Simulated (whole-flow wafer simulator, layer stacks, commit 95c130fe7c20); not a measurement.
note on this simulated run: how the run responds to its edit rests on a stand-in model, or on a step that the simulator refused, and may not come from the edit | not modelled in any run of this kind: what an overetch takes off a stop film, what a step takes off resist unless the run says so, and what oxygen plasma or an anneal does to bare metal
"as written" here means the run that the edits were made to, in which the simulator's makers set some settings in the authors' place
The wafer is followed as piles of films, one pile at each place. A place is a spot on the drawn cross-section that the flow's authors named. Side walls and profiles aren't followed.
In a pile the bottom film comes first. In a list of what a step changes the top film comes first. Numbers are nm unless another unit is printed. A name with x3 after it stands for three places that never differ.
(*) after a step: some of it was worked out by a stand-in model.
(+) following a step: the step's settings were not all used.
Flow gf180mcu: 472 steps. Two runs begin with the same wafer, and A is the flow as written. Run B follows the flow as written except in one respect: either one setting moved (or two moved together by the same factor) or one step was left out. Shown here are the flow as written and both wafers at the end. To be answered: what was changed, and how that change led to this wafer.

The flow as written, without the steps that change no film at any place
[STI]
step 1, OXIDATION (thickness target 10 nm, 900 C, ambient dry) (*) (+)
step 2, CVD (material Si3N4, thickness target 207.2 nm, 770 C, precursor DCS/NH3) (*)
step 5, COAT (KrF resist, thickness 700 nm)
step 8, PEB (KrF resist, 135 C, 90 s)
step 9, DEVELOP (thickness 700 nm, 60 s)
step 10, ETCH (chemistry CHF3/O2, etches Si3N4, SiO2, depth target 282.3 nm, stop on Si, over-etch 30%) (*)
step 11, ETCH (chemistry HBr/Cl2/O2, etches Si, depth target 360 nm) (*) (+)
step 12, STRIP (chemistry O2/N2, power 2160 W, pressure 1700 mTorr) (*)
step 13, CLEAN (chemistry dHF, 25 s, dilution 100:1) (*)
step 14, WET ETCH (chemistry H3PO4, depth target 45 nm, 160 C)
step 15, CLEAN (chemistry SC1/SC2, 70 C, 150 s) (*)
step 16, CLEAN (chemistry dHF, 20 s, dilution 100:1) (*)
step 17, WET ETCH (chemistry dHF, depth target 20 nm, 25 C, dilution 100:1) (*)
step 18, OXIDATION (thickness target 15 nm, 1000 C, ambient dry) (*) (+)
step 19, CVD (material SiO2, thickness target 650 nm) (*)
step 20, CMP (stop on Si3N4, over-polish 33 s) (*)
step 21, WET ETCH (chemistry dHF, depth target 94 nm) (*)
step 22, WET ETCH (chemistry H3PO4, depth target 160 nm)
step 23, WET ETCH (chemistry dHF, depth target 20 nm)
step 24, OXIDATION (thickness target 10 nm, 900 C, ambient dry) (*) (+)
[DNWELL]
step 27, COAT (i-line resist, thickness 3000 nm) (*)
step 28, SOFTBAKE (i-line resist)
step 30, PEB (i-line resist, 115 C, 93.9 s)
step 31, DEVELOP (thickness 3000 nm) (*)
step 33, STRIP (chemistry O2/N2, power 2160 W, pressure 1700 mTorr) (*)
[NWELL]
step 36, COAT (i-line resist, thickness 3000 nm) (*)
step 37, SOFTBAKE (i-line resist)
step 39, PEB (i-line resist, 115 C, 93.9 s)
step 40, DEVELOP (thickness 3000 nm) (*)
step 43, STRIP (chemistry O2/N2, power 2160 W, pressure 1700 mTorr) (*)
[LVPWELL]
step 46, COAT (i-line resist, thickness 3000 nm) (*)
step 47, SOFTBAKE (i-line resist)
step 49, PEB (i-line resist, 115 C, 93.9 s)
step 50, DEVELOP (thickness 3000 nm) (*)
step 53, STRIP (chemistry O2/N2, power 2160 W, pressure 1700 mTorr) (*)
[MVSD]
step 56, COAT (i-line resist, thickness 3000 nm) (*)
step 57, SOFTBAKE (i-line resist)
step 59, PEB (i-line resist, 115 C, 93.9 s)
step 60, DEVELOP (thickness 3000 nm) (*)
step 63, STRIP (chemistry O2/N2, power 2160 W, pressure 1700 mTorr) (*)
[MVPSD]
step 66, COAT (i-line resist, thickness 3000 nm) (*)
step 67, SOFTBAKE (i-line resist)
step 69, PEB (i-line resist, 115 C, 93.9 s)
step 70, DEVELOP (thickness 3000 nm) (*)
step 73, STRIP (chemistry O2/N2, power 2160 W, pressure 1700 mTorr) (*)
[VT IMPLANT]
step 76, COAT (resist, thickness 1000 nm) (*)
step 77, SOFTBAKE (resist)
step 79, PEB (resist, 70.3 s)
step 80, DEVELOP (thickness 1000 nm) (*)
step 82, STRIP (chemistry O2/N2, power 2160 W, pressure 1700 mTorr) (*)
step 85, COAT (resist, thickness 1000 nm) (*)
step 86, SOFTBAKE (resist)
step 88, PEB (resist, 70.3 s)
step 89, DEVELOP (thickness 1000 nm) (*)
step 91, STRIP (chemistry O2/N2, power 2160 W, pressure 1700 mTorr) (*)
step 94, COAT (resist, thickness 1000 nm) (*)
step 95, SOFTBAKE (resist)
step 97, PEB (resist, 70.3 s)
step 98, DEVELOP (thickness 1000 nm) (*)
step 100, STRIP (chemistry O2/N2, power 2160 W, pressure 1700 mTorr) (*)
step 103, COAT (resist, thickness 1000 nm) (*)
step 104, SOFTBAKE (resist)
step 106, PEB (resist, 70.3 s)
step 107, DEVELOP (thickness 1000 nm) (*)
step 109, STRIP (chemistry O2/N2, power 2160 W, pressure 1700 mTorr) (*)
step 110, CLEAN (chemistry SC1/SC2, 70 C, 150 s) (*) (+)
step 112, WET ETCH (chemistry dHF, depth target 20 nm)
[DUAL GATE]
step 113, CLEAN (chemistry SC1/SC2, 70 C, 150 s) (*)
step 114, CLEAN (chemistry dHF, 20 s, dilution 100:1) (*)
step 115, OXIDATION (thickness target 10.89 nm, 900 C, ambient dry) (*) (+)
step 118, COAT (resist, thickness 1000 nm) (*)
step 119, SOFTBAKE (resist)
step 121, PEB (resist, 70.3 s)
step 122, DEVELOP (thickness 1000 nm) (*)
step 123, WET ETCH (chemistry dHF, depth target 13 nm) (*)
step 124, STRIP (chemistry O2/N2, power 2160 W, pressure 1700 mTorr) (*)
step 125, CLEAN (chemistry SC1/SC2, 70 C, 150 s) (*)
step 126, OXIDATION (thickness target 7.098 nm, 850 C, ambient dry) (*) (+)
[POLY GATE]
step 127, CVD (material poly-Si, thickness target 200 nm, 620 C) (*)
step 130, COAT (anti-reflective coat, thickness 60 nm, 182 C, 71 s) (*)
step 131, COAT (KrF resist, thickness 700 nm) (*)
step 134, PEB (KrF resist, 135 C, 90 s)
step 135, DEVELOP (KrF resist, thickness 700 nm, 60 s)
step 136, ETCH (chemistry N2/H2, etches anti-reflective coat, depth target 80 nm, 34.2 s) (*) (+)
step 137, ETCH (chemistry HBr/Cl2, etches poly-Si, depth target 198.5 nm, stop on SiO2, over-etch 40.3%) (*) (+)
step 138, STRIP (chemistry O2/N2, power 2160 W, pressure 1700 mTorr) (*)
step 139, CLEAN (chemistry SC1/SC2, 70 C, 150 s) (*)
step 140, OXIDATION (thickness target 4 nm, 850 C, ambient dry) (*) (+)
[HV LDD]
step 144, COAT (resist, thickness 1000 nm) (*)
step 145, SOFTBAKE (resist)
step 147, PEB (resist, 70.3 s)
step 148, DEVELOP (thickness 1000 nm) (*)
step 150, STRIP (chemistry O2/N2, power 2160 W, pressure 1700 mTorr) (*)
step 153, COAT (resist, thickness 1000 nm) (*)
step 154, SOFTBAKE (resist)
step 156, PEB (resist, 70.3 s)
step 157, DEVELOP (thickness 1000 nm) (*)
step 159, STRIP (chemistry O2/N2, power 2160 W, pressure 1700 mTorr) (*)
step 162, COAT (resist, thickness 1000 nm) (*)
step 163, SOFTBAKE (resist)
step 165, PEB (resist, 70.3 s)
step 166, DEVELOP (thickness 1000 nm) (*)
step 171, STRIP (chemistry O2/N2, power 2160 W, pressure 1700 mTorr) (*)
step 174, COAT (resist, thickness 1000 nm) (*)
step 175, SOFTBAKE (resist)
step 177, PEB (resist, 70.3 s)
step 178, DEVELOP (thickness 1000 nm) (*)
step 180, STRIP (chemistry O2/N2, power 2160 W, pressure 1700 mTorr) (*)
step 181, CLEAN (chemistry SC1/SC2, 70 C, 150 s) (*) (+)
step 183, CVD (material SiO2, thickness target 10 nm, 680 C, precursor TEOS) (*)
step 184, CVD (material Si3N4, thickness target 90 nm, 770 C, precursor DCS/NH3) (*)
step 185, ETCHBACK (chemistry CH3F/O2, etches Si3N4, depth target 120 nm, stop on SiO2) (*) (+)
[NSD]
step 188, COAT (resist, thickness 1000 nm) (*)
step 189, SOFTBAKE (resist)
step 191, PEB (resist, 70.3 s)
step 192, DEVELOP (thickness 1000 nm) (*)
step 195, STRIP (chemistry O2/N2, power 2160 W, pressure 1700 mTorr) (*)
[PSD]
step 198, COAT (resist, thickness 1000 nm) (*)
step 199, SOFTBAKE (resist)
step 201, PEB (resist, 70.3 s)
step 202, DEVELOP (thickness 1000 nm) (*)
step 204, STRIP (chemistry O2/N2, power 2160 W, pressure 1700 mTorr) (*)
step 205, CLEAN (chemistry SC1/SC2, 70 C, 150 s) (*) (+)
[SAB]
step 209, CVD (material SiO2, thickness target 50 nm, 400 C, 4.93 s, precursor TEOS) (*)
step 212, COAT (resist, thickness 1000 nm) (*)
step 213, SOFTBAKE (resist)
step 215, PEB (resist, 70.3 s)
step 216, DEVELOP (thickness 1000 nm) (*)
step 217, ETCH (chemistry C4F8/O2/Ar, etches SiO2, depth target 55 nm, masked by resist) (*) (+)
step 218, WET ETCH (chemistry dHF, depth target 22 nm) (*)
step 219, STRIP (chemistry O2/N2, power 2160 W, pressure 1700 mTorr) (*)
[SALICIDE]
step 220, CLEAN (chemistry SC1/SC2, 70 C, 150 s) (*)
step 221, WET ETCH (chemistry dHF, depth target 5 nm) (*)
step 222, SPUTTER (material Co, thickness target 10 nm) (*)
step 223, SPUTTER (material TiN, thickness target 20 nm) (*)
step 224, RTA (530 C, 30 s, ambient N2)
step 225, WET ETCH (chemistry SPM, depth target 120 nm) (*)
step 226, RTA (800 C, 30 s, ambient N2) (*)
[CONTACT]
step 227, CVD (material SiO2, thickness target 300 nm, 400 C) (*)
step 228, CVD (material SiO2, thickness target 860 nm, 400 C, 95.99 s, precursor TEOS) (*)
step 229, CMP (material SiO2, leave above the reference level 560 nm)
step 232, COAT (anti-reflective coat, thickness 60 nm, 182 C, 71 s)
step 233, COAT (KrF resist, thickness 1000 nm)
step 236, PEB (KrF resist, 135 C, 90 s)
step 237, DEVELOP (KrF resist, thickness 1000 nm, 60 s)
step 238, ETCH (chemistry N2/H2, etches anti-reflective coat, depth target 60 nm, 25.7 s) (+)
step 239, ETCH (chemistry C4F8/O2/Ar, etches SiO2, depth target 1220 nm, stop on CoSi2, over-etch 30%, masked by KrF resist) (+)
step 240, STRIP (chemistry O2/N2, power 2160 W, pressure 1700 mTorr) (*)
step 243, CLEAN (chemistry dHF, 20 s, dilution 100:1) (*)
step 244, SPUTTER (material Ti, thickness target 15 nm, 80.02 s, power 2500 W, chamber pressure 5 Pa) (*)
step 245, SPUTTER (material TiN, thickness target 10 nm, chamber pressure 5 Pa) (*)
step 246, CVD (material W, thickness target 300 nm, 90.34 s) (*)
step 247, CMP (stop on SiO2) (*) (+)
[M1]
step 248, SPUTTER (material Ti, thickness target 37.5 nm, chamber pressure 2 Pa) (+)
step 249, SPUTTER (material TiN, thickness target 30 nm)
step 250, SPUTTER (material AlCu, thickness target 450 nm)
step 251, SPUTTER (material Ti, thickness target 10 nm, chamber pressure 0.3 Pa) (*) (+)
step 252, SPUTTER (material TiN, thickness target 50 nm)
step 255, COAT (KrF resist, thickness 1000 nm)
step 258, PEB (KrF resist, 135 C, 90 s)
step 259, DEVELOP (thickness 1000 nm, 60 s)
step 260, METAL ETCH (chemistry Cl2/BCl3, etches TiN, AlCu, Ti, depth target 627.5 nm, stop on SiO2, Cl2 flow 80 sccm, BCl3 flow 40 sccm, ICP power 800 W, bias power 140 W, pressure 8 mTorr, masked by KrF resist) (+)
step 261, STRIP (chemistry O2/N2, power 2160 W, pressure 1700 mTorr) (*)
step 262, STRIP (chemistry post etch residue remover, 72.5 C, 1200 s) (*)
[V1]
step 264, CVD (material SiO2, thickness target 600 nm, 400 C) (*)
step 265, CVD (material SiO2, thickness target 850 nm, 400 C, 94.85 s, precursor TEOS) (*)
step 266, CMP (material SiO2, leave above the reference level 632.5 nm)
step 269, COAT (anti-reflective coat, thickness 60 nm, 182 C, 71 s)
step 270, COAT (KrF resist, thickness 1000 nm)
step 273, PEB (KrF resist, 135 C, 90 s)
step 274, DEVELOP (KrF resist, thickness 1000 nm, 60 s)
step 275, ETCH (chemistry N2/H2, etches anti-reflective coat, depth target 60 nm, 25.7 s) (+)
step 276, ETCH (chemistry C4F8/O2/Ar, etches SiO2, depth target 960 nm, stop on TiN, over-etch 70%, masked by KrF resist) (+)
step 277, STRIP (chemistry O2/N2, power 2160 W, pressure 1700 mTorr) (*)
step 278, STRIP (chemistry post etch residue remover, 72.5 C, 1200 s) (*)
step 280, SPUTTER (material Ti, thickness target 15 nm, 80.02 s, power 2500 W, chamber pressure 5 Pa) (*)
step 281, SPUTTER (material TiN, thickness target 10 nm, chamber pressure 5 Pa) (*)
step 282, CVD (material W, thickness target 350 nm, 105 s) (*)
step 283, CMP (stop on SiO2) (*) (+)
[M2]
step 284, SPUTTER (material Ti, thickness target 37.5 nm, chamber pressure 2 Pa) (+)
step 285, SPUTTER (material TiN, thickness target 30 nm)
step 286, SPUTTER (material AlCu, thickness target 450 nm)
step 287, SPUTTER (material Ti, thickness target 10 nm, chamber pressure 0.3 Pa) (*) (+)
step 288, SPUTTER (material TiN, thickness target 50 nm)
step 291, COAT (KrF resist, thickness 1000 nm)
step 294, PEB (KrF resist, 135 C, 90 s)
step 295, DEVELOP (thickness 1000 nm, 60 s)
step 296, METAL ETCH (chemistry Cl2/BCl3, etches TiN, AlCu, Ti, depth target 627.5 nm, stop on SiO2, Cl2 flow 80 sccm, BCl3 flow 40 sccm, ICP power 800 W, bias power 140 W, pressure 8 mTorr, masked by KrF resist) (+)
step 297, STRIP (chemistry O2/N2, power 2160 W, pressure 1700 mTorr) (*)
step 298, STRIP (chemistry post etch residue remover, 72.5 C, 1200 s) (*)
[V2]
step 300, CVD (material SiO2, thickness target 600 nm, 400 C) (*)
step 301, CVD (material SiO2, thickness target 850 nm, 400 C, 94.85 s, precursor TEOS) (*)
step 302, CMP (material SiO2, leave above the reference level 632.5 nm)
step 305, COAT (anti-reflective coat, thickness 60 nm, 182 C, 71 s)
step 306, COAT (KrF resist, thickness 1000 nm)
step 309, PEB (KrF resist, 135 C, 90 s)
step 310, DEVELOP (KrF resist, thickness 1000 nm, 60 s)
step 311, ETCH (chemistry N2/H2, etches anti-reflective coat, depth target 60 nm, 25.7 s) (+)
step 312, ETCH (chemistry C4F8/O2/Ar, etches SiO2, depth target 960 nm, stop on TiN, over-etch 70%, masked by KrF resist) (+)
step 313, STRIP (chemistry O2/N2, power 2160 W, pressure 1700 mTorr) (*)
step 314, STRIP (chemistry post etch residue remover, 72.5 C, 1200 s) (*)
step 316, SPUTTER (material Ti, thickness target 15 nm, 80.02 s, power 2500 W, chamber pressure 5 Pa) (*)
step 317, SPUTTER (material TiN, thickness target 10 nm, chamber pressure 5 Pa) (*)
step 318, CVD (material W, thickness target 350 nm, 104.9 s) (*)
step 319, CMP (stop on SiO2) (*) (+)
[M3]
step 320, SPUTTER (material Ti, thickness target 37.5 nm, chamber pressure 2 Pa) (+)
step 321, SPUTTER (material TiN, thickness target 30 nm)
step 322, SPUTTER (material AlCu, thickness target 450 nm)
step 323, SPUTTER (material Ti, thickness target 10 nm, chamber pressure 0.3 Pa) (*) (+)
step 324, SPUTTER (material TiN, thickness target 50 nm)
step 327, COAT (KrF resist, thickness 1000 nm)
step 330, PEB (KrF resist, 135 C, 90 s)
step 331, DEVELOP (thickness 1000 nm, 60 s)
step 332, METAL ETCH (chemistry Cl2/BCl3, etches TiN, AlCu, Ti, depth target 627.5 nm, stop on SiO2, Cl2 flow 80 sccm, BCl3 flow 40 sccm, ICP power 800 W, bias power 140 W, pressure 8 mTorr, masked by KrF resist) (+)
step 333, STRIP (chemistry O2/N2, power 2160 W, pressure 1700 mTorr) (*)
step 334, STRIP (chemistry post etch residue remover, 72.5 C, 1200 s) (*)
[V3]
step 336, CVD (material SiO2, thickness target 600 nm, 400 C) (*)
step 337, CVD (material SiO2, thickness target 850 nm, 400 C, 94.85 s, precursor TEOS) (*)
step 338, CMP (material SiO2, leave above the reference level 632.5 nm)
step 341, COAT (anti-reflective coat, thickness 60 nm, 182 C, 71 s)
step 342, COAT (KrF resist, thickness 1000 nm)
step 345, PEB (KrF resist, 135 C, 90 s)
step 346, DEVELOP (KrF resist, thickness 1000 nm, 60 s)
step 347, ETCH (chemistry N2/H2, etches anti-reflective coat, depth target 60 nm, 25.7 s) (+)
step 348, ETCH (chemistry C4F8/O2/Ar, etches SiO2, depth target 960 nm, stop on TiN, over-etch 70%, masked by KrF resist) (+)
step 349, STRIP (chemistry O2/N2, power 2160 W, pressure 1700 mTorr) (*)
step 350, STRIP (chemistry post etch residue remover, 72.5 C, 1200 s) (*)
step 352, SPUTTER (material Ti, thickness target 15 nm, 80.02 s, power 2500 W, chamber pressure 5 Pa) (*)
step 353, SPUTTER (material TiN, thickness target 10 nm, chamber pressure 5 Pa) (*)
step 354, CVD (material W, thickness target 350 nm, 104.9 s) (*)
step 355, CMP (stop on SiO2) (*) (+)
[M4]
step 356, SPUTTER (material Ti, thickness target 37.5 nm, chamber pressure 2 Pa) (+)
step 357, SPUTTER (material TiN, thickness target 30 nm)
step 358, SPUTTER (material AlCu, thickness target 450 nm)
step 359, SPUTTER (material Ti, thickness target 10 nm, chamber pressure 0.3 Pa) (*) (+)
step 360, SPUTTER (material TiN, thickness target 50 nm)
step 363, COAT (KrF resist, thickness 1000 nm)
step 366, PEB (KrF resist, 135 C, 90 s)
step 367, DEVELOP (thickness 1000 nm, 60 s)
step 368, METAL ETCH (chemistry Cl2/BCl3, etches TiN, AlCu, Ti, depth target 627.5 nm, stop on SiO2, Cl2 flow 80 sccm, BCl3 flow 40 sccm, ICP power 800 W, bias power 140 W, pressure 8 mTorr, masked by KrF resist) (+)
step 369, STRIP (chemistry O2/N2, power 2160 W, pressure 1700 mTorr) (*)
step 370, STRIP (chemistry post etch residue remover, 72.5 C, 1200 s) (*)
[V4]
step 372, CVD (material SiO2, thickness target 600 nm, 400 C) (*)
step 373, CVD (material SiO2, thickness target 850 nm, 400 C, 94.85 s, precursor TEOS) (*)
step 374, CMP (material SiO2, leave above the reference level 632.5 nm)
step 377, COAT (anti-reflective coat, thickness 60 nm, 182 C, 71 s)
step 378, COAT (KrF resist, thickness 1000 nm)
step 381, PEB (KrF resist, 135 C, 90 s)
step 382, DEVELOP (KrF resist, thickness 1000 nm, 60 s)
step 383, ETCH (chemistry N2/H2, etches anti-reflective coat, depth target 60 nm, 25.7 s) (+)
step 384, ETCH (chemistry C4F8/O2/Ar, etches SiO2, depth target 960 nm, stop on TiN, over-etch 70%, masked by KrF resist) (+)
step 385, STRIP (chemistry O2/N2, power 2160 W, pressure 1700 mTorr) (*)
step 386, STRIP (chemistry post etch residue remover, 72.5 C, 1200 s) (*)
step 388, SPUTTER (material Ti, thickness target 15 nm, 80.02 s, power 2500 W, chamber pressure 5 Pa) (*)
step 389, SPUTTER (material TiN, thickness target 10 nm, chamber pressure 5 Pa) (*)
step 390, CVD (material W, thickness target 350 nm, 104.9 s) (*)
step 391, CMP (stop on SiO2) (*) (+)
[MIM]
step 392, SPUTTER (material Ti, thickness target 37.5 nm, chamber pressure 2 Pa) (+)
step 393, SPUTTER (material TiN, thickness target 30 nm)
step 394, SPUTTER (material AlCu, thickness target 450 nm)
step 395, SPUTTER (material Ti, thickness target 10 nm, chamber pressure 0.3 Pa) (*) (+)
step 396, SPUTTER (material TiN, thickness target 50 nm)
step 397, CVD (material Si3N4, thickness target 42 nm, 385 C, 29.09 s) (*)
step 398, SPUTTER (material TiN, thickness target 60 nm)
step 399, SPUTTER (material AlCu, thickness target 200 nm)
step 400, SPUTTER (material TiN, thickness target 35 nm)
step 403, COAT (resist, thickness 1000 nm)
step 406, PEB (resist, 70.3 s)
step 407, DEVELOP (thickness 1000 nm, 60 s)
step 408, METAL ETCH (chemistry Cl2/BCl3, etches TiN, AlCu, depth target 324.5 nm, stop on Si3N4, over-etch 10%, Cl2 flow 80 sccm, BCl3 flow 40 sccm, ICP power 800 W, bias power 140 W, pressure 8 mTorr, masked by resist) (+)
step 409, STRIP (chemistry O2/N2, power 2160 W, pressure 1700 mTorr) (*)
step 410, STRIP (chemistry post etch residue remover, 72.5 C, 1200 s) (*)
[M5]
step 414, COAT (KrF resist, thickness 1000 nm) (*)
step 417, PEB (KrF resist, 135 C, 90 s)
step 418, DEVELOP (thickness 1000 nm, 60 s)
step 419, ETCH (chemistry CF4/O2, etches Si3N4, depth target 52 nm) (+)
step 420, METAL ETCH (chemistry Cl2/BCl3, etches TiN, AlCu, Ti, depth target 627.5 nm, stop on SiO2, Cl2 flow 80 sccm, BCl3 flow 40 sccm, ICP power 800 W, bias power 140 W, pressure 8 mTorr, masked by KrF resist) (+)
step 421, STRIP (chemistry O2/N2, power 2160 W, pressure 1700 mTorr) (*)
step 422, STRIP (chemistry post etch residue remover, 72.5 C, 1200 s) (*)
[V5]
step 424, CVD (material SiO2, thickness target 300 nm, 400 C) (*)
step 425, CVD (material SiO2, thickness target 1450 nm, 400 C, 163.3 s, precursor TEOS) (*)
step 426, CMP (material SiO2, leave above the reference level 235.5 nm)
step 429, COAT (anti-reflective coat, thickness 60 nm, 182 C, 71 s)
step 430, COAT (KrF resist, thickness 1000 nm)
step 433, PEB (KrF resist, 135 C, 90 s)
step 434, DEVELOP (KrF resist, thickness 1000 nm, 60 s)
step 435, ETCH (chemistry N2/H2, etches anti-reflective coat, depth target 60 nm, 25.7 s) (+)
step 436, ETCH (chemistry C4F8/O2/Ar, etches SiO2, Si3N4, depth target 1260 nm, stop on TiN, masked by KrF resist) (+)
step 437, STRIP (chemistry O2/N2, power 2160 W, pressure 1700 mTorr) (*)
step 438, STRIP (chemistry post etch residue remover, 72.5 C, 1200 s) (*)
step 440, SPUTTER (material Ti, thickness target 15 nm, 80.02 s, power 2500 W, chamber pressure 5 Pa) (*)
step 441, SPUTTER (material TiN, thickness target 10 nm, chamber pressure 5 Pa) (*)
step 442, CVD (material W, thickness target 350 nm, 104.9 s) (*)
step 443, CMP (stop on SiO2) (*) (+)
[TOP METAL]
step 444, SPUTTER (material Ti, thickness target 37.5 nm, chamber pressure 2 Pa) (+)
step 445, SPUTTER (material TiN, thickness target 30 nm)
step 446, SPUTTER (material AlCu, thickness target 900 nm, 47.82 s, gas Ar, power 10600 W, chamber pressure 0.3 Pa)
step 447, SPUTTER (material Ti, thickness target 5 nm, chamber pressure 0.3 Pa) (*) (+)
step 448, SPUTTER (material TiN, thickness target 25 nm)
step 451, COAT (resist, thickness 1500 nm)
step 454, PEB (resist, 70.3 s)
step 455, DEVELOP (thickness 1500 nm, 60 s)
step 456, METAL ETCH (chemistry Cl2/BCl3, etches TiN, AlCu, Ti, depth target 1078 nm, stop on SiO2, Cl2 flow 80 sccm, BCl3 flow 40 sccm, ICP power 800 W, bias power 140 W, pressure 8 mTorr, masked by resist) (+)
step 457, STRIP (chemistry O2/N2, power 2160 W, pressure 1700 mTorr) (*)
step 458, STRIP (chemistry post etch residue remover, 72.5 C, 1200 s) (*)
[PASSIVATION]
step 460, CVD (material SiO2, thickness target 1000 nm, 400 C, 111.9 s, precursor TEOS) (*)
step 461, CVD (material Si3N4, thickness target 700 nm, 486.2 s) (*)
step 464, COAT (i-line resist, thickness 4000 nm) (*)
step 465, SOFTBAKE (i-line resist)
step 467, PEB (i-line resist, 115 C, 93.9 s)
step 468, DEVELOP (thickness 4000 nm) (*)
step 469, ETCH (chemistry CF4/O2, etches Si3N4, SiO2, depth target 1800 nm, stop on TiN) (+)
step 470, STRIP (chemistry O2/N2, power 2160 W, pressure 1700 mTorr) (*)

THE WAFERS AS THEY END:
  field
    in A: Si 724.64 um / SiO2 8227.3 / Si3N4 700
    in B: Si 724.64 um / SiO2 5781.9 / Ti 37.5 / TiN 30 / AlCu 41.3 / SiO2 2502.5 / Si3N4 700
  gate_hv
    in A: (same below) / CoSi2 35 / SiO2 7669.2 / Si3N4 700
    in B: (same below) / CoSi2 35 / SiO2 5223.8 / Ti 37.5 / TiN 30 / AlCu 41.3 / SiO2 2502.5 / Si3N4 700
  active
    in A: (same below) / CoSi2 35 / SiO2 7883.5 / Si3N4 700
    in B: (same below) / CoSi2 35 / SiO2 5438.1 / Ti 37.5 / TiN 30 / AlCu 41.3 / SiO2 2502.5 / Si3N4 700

Cause: step 394, SPUTTER: thickness target 616 nm was run, though the flow has thickness target 450 nm.

Step by step, how the change led to this:
  step 394, SPUTTER (material AlCu, thickness target 450 nm)
      field, field__w1, field__w2 and 108 more: A +450 AlCu (new film) | B +616 AlCu (new film)
  step 420, METAL ETCH (chemistry Cl2/BCl3, etches TiN, AlCu, Ti, depth target 627.5 nm, stop on SiO2, Cl2 flow 80 sccm, BCl3 flow 40 sccm, ICP power 800 W, bias power 140 W, pressure 8 mTorr, masked by KrF resist) (+)
      field, field__w1, field__w2 and 101 more: A -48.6 TiN (all of it), -10 Ti (all of it), -450 AlCu (all of it), -30 TiN (all of it), -37.5 Ti (all of it) | B -48.6 TiN (all of it), -10 Ti (all of it), -568.9 AlCu
  step 422, STRIP (chemistry post etch residue remover, 72.5 C, 1200 s) (*)
      field, field__w1, field__w2 and 101 more: A nothing | B -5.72 AlCu
  step 424, CVD (material SiO2, thickness target 300 nm, 400 C) (*)
      field, field__w1, field__w2 and 101 more: A +300 SiO2 | B +300 SiO2 (new film)
  step 426, CMP (material SiO2, leave above the reference level 235.5 nm)
      field, field__w1, field__w5 and 92 more: A -300.8 SiO2 | B -243.7 SiO2
      field__w2, field__w3, field__w12 and 6 more: A -272.7 SiO2 | B -212.9 SiO2
If metal films that touch count as one body, field has 1 body; the flow as written gives 0 bodies.
If metal films that touch count as one body, gate_hv has 2 bodies (between them, from the top down: SiO2 5223.8); the flow as written gives 1 body.
If metal films that touch count as one body, active has 2 bodies (between them, from the top down: SiO2 5438.1); the flow as written gives 1 body.
